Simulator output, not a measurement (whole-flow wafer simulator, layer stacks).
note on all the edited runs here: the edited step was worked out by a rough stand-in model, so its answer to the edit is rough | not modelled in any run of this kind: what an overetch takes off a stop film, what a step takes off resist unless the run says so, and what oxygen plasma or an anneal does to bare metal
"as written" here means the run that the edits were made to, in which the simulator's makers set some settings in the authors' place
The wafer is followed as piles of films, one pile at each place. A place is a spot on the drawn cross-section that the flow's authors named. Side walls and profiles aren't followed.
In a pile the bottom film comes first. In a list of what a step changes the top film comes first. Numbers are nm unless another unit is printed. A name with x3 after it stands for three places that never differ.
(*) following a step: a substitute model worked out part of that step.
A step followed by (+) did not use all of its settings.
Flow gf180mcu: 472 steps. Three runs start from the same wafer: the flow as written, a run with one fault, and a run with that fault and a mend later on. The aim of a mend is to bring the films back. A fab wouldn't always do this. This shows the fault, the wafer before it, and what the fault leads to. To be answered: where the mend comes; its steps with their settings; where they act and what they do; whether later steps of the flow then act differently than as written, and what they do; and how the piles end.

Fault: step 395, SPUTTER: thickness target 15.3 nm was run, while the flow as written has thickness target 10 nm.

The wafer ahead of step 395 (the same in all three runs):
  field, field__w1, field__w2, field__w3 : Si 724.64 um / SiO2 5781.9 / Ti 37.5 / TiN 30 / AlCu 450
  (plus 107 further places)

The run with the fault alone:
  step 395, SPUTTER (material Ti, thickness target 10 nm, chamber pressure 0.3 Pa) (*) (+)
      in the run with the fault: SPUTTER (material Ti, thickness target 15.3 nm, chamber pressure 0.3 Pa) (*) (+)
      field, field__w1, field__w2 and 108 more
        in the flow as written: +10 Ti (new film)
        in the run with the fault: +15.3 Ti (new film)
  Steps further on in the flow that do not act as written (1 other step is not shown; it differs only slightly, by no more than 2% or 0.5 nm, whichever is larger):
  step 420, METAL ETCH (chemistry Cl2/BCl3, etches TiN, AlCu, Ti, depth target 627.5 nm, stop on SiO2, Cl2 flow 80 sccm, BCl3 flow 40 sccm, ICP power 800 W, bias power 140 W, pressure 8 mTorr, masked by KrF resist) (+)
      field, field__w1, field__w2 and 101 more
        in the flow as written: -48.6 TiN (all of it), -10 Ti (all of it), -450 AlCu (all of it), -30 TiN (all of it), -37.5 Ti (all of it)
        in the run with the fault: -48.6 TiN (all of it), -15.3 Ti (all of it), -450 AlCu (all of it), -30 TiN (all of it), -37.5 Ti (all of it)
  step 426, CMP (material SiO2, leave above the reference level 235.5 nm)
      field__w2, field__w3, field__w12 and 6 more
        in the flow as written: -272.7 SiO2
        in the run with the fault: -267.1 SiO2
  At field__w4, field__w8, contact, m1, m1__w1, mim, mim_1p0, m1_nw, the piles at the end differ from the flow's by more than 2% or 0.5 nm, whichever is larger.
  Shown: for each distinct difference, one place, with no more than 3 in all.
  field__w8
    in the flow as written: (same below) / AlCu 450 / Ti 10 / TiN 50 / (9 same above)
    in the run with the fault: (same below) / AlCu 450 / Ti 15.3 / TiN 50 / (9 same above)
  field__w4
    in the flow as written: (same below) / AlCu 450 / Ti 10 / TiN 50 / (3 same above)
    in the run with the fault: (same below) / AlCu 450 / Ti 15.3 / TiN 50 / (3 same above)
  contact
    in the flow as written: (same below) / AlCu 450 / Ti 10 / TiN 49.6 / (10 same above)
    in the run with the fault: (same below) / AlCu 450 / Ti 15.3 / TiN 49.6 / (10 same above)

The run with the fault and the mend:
  After step 395 comes the mend.
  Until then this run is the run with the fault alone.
  step 395a, METAL ETCH (chemistry Cl2/BCl3, etches TiN, AlCu, Ti, depth target 5.3 nm, Cl2 flow 80 sccm, BCl3 flow 40 sccm, ICP power 800 W, bias power 140 W, pressure 8 mTorr) (the flow's step 260, run once more with other settings)
      field, field__w1, field__w2 and 108 more
        -5.3 Ti
  Every later step of the flow that is run acts as written at every place that is followed.
  At every place that both follow, the piles at the end match the flow's.
